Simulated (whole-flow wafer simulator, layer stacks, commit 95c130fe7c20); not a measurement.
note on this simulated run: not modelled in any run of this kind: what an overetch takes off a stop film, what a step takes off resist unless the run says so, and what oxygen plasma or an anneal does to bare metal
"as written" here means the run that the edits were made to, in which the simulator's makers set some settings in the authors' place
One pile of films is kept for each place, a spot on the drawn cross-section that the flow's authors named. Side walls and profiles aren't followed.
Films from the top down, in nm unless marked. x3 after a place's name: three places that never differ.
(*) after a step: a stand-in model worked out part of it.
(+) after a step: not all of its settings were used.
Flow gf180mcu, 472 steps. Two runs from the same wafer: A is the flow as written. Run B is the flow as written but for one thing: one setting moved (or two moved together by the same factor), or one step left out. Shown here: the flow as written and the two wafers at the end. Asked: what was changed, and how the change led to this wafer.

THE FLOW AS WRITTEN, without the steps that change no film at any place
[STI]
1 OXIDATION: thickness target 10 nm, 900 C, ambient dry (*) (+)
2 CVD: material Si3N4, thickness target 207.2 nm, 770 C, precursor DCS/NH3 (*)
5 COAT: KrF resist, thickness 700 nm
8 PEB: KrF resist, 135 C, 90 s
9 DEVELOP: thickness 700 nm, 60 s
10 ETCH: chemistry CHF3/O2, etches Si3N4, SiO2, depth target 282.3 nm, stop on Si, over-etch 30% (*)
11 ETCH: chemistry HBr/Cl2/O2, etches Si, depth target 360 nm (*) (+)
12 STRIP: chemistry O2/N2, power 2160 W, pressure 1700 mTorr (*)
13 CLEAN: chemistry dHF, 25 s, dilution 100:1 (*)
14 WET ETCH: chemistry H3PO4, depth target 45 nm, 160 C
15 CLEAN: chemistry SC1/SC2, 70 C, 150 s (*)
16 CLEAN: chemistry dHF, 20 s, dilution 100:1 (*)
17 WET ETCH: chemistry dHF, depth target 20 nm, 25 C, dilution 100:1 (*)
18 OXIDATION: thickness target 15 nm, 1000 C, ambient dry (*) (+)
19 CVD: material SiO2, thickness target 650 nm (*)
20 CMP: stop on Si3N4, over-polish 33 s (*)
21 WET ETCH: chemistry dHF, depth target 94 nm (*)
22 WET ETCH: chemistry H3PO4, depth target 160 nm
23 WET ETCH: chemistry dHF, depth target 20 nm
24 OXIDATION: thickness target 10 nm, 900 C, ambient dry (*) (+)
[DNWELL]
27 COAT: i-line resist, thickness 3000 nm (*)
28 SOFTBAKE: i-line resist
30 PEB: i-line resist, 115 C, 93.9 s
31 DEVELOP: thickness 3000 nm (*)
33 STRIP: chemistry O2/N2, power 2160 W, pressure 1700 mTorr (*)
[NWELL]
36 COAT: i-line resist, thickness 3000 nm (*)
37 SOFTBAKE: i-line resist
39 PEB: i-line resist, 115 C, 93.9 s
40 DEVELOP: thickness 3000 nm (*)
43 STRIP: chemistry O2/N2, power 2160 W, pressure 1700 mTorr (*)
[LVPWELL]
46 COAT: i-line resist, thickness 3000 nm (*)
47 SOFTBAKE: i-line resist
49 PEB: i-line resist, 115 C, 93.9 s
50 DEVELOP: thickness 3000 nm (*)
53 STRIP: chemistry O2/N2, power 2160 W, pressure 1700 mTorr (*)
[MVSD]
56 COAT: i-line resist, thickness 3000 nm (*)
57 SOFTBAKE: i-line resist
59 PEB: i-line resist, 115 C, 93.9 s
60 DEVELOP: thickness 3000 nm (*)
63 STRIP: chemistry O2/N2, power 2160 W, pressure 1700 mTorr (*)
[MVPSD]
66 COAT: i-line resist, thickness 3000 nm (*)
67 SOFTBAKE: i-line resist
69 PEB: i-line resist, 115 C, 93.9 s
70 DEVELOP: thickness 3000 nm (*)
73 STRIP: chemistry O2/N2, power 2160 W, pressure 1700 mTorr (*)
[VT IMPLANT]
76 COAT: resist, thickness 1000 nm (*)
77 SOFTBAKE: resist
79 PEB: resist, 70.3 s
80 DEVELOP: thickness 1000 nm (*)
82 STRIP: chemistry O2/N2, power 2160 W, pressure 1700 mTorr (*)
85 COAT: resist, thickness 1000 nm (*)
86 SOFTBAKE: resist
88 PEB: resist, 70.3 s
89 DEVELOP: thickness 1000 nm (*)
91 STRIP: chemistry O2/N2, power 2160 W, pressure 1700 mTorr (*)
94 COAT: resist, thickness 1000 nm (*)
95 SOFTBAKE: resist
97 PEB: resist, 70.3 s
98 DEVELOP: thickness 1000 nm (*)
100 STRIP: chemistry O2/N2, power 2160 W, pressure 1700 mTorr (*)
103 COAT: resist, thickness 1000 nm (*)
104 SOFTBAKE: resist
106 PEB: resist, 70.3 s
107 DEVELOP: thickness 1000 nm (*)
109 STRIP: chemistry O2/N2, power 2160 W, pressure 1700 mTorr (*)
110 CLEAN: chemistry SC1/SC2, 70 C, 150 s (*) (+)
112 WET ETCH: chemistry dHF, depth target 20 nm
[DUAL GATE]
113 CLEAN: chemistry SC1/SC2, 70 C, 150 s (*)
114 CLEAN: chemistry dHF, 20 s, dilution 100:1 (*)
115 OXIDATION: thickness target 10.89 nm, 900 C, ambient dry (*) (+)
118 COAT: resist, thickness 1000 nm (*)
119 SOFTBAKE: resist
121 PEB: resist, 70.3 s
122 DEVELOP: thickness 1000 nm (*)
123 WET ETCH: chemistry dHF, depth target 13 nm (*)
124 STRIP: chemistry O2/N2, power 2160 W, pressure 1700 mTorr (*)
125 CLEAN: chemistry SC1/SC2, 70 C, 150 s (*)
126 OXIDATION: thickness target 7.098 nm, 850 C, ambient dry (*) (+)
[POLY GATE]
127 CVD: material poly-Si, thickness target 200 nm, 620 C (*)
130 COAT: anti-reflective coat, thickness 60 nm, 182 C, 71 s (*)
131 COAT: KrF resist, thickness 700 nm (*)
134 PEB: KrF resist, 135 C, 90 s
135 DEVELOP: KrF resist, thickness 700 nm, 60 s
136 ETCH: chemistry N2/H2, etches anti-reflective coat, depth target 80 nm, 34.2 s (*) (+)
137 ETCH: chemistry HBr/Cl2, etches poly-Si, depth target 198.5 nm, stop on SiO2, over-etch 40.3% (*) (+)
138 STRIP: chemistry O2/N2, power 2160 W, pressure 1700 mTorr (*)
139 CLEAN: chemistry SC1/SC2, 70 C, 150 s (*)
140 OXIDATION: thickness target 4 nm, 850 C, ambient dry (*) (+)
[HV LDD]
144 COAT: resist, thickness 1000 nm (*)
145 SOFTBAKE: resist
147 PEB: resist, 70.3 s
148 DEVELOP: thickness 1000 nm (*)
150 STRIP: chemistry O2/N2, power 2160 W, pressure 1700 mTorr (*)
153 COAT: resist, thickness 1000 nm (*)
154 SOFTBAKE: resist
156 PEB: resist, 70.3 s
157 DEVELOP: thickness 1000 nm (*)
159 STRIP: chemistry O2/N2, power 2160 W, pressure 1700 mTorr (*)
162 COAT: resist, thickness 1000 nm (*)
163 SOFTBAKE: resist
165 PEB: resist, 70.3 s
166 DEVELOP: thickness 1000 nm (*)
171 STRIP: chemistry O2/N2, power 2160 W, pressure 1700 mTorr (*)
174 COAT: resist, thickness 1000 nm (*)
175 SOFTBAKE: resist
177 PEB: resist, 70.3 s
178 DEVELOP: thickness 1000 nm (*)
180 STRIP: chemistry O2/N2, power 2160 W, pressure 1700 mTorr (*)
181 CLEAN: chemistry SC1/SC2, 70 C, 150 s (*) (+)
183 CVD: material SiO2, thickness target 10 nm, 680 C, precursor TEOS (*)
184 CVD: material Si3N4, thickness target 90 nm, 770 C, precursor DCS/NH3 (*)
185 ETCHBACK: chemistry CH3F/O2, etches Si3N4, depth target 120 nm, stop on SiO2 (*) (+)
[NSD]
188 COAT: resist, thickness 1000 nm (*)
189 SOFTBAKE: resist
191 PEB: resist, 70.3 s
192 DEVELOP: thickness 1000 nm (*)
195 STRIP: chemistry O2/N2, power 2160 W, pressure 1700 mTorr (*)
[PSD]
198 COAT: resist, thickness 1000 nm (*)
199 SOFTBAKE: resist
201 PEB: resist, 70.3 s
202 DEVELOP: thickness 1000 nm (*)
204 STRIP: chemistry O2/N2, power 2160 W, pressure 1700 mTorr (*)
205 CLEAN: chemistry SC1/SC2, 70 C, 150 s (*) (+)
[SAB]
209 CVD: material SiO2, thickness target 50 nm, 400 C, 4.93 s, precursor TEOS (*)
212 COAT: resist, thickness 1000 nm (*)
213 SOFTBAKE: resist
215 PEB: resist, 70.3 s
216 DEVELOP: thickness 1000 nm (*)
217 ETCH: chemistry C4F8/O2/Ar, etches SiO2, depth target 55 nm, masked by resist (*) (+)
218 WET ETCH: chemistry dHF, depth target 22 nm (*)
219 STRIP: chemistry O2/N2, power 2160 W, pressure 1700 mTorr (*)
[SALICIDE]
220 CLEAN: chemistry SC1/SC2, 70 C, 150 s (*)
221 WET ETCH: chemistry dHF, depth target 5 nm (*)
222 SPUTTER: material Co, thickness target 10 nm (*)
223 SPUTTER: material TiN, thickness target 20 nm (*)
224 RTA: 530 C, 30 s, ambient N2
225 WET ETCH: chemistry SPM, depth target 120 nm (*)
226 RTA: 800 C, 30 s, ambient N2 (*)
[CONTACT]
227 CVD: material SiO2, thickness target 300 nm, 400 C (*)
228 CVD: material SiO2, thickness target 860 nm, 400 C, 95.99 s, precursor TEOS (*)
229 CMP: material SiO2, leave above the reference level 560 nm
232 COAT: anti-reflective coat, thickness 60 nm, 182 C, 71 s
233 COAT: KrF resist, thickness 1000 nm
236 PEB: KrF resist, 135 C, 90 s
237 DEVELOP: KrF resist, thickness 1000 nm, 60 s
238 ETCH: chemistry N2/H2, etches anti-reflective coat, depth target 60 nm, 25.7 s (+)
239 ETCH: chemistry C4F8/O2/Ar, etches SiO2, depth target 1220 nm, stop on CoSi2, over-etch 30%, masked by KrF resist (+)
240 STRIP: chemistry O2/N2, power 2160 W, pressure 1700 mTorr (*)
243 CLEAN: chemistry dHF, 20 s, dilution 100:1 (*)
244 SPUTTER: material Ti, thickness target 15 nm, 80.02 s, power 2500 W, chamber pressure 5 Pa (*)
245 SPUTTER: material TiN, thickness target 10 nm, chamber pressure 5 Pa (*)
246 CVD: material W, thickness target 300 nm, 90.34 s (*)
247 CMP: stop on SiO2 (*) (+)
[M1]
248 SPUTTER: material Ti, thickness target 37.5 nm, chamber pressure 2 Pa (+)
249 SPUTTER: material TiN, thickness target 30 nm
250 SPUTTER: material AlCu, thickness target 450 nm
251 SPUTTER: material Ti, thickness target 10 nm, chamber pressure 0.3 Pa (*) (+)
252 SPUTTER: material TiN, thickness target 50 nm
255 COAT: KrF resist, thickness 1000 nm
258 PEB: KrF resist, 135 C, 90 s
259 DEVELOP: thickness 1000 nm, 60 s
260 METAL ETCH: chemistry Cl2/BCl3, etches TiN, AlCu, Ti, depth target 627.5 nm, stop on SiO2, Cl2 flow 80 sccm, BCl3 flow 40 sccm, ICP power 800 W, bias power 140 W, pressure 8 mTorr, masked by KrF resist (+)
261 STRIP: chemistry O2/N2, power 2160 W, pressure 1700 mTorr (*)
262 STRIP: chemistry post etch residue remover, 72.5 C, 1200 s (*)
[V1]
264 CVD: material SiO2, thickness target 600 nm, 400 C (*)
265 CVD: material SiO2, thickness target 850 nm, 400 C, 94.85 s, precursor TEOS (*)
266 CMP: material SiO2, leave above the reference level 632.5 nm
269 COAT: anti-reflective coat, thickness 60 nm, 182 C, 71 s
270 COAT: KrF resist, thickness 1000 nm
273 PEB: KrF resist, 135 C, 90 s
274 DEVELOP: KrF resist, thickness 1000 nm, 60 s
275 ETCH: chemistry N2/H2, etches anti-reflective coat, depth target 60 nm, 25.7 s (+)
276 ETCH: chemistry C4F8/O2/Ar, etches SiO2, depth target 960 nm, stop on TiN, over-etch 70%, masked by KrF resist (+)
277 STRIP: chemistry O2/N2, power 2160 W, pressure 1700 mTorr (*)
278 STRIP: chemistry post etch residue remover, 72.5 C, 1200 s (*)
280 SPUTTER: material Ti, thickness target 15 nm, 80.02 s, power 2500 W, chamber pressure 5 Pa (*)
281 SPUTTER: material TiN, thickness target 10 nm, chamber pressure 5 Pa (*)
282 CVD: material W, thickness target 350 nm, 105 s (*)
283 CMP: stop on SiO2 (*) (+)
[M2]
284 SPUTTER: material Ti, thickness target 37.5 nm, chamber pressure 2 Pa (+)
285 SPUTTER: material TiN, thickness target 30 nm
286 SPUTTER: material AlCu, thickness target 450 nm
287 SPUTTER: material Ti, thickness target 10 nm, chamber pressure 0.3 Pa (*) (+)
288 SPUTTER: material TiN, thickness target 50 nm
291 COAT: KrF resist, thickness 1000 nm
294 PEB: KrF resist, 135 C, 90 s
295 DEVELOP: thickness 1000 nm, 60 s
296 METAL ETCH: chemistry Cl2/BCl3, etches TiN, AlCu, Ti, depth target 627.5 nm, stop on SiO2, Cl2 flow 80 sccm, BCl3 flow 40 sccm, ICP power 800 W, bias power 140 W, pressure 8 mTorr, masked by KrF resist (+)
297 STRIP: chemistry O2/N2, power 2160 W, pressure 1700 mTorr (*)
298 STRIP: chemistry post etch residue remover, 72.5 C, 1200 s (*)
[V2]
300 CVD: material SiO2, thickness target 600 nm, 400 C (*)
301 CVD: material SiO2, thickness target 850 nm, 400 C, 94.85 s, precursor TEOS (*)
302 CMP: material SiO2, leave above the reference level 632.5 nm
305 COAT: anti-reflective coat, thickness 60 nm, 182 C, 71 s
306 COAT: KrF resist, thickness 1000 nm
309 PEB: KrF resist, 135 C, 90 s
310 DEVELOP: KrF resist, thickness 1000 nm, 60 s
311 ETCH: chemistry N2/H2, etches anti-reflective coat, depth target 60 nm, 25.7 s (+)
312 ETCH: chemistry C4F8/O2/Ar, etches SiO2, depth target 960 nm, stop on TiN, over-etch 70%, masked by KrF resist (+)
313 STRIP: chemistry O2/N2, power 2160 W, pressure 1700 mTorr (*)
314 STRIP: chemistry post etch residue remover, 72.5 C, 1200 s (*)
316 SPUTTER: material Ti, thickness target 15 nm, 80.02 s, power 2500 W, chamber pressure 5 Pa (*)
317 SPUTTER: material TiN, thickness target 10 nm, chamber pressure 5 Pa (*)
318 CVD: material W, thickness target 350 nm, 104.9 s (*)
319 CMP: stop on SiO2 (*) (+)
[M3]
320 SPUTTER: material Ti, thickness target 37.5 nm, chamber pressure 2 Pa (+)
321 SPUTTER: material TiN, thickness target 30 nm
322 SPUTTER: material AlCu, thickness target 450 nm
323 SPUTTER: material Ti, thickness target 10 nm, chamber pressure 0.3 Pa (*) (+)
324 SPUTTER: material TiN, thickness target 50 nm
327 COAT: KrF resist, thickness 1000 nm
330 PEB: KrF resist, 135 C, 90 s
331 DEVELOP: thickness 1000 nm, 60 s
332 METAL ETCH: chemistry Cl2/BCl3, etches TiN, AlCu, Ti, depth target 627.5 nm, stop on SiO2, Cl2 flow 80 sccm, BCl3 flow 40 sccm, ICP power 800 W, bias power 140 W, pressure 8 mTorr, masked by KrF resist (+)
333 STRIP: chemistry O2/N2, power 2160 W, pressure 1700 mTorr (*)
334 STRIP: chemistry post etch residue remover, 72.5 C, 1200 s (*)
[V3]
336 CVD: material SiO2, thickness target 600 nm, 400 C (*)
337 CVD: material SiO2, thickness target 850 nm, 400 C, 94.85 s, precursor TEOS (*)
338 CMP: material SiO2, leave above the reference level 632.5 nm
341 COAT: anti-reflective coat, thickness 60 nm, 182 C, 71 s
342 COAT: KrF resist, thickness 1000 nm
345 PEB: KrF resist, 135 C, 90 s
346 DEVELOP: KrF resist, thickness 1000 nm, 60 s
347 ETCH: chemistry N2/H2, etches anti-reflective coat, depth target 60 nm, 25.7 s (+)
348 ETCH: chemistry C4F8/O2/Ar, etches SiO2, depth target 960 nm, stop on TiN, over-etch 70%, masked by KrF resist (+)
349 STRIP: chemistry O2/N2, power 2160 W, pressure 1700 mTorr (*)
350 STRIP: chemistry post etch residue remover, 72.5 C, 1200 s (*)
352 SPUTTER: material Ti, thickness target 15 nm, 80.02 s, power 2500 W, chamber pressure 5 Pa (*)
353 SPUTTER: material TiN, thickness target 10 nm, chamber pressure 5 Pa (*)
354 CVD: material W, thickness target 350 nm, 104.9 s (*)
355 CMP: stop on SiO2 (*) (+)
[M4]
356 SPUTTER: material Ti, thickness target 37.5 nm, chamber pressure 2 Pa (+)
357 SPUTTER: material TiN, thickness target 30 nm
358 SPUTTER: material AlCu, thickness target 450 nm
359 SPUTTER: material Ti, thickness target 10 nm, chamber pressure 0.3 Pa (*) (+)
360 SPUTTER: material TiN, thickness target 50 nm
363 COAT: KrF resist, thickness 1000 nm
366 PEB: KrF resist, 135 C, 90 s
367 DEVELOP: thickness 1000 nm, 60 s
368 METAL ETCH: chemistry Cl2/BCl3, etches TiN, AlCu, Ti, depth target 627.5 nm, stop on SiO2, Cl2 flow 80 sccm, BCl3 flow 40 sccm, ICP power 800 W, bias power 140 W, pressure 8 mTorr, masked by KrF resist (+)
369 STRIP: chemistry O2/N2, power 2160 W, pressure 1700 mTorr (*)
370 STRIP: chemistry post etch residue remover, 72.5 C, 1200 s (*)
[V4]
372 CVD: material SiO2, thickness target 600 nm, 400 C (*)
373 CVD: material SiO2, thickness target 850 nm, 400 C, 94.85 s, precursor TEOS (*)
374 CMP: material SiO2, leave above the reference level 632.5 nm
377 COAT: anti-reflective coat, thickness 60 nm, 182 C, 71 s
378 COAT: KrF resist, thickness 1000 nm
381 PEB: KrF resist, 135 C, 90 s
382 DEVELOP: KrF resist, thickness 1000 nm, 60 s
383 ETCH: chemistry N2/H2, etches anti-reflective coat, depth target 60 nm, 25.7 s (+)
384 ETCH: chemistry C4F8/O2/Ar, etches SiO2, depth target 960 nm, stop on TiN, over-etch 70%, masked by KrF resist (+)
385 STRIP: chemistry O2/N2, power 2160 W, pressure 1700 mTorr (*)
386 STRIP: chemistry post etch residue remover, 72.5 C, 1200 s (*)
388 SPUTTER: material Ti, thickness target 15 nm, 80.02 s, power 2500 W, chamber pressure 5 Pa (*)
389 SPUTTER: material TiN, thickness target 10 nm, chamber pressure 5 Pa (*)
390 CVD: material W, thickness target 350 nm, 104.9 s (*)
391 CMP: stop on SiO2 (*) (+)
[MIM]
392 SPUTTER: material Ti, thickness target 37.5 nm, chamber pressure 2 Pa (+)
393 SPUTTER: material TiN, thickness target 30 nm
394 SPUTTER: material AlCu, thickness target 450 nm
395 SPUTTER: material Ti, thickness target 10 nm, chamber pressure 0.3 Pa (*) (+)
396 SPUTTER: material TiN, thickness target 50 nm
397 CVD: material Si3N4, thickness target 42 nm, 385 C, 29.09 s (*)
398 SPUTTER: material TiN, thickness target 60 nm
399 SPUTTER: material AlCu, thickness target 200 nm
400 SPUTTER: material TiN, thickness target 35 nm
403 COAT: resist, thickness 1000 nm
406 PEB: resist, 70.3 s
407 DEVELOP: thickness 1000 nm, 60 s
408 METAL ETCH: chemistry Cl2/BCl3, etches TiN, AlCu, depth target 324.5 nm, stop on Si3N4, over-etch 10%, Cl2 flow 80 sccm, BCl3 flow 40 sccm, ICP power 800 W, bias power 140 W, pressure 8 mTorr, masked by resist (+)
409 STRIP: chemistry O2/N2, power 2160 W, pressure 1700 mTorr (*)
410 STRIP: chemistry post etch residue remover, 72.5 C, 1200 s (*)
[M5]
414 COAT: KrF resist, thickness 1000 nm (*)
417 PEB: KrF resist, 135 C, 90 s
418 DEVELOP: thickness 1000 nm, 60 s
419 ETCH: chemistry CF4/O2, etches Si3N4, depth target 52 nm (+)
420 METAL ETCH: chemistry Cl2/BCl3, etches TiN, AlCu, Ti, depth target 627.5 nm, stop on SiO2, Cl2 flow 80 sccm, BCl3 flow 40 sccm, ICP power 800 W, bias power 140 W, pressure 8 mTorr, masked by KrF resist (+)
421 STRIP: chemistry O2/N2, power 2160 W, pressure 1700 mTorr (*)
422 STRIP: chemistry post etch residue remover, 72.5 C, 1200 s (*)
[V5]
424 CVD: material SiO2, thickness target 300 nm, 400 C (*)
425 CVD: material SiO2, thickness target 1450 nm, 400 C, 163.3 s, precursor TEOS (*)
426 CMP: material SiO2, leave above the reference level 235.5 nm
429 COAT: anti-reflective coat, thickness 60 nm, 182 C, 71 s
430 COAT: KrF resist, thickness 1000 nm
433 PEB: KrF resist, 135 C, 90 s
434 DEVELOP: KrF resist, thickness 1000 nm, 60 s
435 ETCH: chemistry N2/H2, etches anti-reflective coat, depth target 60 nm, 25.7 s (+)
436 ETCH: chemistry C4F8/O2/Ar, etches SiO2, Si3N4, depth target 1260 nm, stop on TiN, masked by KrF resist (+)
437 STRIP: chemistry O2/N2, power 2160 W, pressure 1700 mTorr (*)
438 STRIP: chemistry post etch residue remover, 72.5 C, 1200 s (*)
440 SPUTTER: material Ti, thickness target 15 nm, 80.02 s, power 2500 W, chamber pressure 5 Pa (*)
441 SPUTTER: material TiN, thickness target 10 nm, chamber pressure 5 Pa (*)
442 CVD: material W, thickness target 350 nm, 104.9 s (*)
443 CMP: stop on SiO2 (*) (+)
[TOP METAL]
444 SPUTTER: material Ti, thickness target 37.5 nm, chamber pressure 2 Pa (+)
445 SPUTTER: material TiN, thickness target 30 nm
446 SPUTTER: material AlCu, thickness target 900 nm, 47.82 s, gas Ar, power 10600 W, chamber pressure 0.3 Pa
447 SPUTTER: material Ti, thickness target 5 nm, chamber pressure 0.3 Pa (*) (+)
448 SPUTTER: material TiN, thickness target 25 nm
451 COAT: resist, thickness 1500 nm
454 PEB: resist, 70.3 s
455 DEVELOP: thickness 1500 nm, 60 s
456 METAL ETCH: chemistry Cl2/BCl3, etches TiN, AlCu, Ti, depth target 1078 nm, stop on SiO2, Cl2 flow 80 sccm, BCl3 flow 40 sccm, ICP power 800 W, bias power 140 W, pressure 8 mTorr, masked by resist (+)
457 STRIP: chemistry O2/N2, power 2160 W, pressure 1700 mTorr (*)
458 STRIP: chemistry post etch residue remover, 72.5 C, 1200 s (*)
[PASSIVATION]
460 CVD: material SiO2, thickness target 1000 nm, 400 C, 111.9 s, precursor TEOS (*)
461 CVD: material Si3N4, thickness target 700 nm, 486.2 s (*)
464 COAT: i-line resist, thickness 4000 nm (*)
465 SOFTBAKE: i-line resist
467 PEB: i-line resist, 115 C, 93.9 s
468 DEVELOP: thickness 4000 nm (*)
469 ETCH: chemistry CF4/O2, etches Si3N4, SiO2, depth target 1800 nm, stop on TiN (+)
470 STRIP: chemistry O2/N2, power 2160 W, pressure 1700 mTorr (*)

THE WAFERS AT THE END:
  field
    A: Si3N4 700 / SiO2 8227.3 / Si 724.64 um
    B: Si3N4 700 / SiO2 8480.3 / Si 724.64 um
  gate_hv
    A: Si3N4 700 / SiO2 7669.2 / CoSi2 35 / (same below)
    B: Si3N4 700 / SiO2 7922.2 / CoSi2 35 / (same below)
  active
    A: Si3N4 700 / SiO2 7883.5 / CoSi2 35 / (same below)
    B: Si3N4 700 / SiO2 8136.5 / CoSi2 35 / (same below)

The cause: step 266, CMP: leave above the reference level 885.5 nm was run, where the flow has leave above the reference level 632.5 nm.

How the change led to this, step by step:
  266 CMP: material SiO2, leave above the reference level 632.5 nm
      field, field__w1, field__w2 and 99 more: A SiO2 -300 | B SiO2 -47
      field__w8, contact, m1 and 6 more: A SiO2 -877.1 | B SiO2 -624.1
  276 ETCH: chemistry C4F8/O2/Ar, etches SiO2, depth target 960 nm, stop on TiN, over-etch 70%, masked by KrF resist (+)
      contact: A SiO2 -572.5 (all of it) | B SiO2 -825.5 (all of it)
  280 SPUTTER: material Ti, thickness target 15 nm, 80.02 s, power 2500 W, chamber pressure 5 Pa (*)
      contact: A Ti +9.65 (new film) | B Ti +8.34 (new film)
  281 SPUTTER: material TiN, thickness target 10 nm, chamber pressure 5 Pa (*)
      contact: A TiN +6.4 (new film) | B TiN +5.52 (new film)
  282 CVD: material W, thickness target 350 nm, 105 s (*)
      contact: A W +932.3 (new film) | B W +1187.5 (new film)
